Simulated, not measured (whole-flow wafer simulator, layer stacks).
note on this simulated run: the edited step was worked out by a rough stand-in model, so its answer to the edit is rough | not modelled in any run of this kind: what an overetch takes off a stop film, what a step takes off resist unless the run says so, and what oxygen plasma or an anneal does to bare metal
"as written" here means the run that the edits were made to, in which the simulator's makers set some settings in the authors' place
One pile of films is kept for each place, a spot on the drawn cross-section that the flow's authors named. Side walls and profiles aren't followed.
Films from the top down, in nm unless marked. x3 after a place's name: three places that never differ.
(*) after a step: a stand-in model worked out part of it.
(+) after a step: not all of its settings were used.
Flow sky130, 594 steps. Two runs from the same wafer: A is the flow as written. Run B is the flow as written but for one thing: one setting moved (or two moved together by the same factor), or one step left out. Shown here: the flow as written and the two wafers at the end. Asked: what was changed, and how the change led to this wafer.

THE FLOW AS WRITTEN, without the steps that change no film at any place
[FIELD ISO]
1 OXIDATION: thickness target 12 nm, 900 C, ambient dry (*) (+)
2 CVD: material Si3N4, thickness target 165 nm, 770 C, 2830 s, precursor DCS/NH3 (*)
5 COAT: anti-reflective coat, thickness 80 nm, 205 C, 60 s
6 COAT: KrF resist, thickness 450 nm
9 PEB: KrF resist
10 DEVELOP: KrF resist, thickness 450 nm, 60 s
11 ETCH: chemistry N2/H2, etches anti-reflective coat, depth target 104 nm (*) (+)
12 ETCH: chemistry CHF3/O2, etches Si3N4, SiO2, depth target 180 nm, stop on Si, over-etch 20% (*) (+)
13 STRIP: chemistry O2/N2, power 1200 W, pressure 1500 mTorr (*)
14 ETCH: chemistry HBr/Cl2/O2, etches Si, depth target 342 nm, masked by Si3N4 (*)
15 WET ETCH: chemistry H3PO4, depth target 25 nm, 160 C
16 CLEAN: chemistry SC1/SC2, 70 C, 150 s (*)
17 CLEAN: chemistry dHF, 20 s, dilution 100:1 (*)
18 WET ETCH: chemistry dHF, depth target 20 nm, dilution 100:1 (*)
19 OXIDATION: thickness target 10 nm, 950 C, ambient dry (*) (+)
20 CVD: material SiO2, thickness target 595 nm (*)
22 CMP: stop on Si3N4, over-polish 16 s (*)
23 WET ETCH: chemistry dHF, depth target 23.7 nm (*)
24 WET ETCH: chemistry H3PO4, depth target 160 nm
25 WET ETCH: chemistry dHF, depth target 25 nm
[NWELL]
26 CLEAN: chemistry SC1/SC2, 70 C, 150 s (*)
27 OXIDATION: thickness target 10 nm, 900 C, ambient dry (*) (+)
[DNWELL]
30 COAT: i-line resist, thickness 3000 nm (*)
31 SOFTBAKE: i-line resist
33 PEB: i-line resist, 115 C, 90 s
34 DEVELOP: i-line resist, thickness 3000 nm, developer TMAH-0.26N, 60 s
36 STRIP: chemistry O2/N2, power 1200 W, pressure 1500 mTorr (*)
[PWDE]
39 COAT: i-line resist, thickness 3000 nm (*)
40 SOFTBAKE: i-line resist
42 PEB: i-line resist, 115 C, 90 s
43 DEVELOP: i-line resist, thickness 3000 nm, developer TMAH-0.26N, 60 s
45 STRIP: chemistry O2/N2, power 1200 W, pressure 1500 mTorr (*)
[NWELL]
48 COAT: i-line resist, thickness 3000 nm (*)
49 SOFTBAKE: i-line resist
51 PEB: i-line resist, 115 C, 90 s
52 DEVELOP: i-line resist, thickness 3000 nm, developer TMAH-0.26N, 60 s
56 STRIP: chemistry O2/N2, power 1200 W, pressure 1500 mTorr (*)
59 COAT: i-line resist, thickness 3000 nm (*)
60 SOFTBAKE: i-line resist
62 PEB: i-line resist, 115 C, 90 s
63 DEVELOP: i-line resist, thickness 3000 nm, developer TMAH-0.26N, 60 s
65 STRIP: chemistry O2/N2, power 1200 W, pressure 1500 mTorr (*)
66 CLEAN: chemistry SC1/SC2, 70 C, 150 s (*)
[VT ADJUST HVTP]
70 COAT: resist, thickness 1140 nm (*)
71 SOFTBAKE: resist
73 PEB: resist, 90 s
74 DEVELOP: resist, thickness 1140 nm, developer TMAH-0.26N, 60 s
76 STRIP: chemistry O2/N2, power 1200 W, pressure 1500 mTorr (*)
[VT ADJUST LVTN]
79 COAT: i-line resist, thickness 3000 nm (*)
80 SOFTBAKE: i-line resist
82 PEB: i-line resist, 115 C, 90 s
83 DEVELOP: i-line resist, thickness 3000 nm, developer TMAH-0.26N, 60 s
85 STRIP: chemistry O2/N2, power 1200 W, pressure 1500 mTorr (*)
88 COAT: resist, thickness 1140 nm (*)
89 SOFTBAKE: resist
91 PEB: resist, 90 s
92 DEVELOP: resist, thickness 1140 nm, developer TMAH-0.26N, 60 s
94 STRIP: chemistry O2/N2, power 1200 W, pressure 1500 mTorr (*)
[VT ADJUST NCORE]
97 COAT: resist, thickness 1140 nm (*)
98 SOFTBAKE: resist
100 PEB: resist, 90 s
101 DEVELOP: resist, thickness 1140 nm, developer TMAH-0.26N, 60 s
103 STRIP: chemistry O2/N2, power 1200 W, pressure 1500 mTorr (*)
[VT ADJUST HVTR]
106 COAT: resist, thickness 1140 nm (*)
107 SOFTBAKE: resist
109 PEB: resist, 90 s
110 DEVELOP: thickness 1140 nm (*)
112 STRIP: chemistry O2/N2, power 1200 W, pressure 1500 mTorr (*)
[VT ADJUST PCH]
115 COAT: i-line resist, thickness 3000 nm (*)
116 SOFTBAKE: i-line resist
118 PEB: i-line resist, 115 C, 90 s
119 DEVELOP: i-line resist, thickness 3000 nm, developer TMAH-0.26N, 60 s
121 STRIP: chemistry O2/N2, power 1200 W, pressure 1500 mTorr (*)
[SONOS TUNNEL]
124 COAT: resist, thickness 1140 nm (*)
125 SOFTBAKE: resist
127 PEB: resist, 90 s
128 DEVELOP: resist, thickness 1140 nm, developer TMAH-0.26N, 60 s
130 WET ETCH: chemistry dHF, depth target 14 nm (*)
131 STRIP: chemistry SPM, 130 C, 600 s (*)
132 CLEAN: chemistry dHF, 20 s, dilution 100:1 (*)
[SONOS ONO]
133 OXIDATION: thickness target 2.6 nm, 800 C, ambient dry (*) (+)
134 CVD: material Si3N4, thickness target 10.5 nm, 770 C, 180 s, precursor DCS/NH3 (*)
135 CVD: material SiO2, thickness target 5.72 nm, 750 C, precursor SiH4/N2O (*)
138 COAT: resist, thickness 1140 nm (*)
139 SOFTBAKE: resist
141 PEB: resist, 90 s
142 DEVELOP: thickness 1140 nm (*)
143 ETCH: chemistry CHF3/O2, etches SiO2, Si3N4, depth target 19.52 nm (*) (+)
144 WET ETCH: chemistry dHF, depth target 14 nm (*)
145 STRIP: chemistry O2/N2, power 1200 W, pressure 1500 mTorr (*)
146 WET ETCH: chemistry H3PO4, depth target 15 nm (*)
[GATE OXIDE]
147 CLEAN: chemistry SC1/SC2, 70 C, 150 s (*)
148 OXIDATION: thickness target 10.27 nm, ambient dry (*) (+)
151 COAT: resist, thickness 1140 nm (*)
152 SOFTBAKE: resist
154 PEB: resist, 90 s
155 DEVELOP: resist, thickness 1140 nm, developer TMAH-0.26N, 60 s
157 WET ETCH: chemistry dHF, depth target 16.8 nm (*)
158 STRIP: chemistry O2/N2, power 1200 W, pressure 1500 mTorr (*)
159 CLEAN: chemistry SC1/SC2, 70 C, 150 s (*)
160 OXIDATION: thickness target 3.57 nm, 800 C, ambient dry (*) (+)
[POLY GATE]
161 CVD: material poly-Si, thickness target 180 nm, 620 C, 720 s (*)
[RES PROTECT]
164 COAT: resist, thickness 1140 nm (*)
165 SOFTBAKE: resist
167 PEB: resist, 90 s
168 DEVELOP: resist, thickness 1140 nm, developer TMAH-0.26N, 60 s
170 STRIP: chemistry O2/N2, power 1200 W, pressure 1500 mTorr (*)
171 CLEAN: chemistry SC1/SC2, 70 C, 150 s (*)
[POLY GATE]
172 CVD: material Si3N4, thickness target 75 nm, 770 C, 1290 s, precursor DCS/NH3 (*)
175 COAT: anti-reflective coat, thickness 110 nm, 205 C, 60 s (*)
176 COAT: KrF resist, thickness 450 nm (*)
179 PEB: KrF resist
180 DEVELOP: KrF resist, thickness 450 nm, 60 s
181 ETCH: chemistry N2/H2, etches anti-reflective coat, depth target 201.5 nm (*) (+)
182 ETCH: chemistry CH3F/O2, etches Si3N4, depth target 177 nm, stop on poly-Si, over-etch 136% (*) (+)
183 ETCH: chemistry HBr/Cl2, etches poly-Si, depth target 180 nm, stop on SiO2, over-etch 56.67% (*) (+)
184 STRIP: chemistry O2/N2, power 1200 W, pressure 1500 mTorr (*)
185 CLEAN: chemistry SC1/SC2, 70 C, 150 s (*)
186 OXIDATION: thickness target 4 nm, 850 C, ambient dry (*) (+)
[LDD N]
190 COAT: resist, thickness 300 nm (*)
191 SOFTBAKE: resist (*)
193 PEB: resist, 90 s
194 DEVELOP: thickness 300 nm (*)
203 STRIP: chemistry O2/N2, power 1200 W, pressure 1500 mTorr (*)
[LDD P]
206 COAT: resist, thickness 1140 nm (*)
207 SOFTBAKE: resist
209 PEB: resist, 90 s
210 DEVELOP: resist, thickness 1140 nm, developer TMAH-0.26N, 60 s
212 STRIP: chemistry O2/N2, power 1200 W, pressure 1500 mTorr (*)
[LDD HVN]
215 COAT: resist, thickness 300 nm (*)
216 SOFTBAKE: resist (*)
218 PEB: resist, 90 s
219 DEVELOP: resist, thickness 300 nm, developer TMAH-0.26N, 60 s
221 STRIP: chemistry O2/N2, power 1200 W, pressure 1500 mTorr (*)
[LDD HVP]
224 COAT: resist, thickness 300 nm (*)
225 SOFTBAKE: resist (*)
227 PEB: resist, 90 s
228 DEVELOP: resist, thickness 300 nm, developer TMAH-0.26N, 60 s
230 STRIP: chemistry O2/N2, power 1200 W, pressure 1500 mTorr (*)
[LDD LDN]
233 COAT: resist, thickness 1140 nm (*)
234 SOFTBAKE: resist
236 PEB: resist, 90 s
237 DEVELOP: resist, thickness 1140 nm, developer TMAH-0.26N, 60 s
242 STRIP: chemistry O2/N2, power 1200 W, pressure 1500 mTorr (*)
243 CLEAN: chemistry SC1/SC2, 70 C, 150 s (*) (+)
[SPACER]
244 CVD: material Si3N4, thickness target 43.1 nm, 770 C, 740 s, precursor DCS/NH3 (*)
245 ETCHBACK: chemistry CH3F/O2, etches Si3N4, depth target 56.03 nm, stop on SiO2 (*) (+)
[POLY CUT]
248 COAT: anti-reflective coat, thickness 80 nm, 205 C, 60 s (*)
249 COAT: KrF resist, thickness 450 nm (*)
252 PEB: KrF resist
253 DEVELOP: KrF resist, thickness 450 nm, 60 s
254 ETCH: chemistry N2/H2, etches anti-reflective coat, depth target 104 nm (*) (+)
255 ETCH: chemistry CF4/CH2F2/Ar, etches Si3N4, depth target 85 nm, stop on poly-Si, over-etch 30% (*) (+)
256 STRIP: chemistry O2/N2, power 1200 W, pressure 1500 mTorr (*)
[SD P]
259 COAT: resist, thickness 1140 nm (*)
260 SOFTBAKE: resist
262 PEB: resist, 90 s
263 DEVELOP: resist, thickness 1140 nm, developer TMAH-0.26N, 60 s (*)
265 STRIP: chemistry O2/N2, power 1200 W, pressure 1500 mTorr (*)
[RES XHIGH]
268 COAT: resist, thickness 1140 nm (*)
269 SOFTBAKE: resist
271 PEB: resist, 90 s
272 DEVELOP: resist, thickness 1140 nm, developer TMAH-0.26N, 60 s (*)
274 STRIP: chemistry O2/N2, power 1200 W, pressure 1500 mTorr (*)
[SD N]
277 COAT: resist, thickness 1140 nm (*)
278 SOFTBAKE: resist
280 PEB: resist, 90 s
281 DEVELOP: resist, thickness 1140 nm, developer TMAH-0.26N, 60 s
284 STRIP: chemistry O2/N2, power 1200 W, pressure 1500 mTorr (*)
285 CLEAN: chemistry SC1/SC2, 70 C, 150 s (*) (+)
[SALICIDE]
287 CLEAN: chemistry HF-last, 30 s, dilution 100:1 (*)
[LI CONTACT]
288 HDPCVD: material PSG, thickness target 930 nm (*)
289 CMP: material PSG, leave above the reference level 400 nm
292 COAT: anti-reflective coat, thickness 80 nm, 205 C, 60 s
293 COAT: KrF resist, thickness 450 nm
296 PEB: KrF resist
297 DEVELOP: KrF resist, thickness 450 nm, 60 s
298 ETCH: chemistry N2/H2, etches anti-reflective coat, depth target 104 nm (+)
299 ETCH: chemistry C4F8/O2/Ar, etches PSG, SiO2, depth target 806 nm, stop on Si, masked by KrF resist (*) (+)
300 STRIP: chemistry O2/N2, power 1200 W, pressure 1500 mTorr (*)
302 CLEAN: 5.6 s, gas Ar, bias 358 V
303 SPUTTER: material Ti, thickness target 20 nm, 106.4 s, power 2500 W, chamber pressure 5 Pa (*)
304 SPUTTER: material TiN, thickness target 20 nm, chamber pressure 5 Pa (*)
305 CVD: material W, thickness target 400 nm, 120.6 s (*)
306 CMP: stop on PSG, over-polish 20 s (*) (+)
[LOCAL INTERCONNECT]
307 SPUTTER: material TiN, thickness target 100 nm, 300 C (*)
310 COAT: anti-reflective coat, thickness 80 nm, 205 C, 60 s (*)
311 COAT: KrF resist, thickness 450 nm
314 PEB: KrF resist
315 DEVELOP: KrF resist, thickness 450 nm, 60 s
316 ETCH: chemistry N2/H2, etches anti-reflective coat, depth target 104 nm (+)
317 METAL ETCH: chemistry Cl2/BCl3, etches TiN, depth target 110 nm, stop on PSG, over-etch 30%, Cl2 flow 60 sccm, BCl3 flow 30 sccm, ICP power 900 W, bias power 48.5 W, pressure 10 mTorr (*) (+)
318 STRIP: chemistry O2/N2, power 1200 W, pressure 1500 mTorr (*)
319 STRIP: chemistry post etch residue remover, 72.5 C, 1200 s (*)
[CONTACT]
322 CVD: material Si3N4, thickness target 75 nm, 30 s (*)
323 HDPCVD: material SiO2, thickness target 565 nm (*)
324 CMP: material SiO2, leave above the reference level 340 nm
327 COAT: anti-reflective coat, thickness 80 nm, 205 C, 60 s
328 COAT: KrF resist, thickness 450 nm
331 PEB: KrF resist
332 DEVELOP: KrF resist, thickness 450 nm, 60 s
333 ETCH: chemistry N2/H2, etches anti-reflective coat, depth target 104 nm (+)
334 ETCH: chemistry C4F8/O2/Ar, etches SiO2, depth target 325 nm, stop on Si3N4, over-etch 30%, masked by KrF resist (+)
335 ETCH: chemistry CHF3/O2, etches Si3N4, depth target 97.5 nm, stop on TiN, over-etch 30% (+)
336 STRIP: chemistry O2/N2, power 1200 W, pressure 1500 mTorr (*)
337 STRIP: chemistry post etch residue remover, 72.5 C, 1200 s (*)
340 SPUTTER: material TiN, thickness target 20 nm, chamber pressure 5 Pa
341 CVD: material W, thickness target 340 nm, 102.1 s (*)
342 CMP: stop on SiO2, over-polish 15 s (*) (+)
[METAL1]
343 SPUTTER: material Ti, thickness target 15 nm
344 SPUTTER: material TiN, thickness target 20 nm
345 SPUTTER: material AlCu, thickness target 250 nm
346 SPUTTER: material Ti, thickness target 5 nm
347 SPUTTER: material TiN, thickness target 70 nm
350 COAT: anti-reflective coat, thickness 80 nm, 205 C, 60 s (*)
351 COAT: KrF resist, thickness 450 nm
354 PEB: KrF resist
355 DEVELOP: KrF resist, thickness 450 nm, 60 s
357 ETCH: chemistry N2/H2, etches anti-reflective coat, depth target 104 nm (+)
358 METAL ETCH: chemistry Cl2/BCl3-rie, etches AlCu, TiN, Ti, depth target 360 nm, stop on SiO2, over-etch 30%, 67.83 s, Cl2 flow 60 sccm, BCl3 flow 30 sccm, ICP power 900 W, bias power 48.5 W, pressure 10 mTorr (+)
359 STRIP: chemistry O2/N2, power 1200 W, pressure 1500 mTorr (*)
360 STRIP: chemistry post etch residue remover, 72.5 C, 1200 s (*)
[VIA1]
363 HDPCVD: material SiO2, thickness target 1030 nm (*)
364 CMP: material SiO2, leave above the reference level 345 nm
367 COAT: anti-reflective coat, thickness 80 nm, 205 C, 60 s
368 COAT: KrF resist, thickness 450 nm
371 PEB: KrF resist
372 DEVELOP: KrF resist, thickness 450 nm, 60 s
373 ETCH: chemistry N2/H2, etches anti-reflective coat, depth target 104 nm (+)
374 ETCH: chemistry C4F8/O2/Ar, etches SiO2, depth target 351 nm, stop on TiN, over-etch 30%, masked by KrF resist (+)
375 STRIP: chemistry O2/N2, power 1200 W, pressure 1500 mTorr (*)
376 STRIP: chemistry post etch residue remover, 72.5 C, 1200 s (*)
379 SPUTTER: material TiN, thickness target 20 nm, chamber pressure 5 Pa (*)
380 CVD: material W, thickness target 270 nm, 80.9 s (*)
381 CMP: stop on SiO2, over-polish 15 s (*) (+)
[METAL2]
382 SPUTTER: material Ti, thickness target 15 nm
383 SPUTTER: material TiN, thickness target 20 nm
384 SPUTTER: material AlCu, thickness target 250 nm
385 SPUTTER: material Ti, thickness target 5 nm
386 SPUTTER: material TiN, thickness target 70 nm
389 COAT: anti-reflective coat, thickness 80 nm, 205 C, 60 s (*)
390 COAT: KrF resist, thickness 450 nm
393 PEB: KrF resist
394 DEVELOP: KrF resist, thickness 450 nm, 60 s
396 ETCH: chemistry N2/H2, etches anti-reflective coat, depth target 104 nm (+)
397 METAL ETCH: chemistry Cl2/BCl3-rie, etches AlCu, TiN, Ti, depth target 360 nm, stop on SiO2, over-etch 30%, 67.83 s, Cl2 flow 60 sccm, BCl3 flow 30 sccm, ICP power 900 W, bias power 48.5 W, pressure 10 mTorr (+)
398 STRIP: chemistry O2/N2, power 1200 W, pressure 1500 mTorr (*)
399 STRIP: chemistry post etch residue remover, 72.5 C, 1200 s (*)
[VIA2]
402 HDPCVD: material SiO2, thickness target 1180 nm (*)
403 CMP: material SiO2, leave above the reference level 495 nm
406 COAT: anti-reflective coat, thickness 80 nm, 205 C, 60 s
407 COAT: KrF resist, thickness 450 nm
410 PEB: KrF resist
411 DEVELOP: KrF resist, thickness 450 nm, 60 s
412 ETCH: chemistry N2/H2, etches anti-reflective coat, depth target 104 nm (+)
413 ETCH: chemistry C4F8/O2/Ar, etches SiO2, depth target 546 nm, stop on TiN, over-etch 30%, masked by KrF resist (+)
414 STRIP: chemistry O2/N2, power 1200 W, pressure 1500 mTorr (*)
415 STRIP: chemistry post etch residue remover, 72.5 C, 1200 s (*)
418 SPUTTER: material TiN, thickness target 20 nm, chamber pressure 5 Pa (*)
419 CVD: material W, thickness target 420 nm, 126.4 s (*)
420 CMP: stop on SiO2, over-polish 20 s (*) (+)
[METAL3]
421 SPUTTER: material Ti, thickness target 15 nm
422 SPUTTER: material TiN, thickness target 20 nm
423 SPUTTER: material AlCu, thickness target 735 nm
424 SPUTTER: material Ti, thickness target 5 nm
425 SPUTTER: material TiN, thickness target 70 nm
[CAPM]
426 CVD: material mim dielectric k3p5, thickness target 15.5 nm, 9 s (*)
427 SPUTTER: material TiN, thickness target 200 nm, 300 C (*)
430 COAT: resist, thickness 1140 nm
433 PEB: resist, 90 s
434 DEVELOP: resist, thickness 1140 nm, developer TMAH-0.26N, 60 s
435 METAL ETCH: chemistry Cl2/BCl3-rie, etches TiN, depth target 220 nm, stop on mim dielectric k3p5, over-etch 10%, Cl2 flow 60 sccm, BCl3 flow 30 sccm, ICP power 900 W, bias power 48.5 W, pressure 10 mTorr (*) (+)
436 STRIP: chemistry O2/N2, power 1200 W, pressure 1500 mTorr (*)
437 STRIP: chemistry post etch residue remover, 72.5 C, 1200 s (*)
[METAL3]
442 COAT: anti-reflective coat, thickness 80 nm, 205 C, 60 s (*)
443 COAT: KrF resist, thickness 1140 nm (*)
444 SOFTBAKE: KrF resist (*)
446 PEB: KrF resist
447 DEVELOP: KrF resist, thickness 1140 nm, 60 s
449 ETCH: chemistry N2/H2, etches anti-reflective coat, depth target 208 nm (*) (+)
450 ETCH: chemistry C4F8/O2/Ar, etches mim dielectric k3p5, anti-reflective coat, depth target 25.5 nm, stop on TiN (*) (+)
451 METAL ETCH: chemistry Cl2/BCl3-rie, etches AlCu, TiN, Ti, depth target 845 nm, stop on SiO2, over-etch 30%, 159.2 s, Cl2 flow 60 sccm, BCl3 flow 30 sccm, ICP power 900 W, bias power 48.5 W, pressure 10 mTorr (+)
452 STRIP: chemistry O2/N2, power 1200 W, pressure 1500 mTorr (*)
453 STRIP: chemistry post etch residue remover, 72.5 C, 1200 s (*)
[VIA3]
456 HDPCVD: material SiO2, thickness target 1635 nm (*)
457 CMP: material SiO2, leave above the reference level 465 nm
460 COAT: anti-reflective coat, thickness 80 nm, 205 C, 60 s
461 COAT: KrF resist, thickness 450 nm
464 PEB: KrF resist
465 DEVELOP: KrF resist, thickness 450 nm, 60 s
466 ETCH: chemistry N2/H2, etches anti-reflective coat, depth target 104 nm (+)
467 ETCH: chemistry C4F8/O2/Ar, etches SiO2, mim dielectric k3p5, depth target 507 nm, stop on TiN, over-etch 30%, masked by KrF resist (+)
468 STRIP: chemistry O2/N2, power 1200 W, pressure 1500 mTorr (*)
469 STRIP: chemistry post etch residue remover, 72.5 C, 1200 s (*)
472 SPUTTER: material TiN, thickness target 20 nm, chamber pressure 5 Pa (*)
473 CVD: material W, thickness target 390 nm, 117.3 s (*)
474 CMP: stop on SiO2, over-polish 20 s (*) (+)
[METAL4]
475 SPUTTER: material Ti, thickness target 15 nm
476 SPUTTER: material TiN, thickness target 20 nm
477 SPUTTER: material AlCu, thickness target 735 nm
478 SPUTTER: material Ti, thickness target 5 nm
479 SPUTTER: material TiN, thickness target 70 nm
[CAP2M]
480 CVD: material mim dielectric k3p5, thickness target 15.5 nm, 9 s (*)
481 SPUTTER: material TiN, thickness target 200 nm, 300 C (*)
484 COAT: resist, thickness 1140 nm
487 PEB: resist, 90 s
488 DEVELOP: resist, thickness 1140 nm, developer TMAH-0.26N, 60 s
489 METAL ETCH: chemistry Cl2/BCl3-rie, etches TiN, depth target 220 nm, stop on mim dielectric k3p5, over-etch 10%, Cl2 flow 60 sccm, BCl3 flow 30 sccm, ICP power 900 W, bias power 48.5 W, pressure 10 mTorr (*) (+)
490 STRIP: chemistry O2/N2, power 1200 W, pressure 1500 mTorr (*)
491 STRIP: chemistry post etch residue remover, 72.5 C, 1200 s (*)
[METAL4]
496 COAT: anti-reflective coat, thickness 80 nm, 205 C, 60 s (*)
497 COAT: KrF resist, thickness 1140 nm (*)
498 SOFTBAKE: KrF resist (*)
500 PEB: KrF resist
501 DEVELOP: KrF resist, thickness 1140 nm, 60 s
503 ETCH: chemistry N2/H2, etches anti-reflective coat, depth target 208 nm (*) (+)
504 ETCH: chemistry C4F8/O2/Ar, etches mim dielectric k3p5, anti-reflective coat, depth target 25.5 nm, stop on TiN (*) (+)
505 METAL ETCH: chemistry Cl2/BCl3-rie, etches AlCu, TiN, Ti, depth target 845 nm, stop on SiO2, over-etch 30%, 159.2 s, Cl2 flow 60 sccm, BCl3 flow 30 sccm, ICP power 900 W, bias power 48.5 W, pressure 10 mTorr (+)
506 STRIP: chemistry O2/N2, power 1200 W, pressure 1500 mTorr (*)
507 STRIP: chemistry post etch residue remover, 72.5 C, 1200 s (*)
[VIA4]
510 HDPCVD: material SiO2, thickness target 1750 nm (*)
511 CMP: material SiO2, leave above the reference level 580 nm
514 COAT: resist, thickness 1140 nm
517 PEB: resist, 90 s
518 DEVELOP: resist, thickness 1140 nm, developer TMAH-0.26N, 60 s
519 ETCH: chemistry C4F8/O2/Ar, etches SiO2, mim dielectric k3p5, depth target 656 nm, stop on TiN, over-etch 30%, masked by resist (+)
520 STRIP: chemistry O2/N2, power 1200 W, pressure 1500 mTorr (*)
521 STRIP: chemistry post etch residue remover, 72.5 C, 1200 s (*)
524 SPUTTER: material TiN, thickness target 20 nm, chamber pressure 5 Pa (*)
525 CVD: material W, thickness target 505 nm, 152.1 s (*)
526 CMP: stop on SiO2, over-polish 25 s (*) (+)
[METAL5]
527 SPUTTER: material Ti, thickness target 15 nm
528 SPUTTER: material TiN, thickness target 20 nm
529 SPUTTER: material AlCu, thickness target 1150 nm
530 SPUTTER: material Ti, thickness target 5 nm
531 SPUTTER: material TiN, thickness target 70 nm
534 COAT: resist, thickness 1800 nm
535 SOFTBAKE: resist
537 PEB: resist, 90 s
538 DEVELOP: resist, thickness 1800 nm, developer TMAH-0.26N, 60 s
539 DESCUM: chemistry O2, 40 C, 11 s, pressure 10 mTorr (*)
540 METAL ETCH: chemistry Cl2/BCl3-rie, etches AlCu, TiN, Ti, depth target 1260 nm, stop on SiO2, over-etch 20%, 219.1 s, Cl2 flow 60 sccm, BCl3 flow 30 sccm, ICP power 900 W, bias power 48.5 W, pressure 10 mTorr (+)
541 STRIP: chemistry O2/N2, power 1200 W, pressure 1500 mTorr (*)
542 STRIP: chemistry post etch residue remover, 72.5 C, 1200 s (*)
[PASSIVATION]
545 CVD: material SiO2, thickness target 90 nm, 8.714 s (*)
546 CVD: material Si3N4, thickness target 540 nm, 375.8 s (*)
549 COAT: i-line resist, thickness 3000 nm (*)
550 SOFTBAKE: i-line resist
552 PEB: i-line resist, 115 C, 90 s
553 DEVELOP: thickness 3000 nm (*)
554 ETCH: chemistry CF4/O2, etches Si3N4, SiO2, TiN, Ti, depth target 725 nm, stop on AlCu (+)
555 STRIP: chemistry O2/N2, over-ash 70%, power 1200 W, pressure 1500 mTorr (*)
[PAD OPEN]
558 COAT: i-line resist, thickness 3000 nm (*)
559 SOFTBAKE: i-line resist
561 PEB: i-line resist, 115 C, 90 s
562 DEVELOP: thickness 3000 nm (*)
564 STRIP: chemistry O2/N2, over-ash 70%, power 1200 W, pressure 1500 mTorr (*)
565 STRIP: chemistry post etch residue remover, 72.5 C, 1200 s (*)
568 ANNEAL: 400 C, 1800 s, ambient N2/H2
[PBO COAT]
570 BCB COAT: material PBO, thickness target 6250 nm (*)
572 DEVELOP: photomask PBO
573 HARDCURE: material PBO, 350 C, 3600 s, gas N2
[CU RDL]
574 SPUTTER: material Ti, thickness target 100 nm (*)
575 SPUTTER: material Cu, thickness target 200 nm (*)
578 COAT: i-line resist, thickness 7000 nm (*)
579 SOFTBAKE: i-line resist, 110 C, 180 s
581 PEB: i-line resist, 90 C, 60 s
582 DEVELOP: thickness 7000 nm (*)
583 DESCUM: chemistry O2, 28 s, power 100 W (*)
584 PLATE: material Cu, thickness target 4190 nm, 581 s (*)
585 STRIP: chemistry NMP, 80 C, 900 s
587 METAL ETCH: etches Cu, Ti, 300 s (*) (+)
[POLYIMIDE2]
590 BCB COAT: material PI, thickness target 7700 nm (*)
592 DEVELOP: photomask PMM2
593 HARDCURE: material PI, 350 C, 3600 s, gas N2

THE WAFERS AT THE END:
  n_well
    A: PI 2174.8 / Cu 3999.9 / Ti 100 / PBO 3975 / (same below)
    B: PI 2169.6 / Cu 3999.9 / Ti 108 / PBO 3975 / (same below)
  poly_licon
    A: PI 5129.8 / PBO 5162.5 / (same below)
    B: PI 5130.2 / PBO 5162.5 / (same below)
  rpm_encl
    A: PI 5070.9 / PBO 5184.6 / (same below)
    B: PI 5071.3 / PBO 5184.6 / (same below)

The cause: step 574, SPUTTER: thickness target 108 nm was run, where the flow has thickness target 100 nm.
It can be read off the wafer: n_well has Ti 108, and step 574 as written asks for 100 nm.

How the change led to this, step by step:
  574 SPUTTER: material Ti, thickness target 100 nm (*)
      field, active, n_well and 190 more: A Ti +100 (new film) | B Ti +108 (new film)
  587 METAL ETCH: etches Cu, Ti, 300 s (*) (+)
      field, active, gate and 167 more: A Cu -200 (all of it), Ti -100 (all of it) | B Cu -200 (all of it), Ti -108 (all of it)
  590 BCB COAT: material PI, thickness target 7700 nm (*)
      de16_gate_nw: A PI +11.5 um (new film) | B PI +11.51 um (new film)
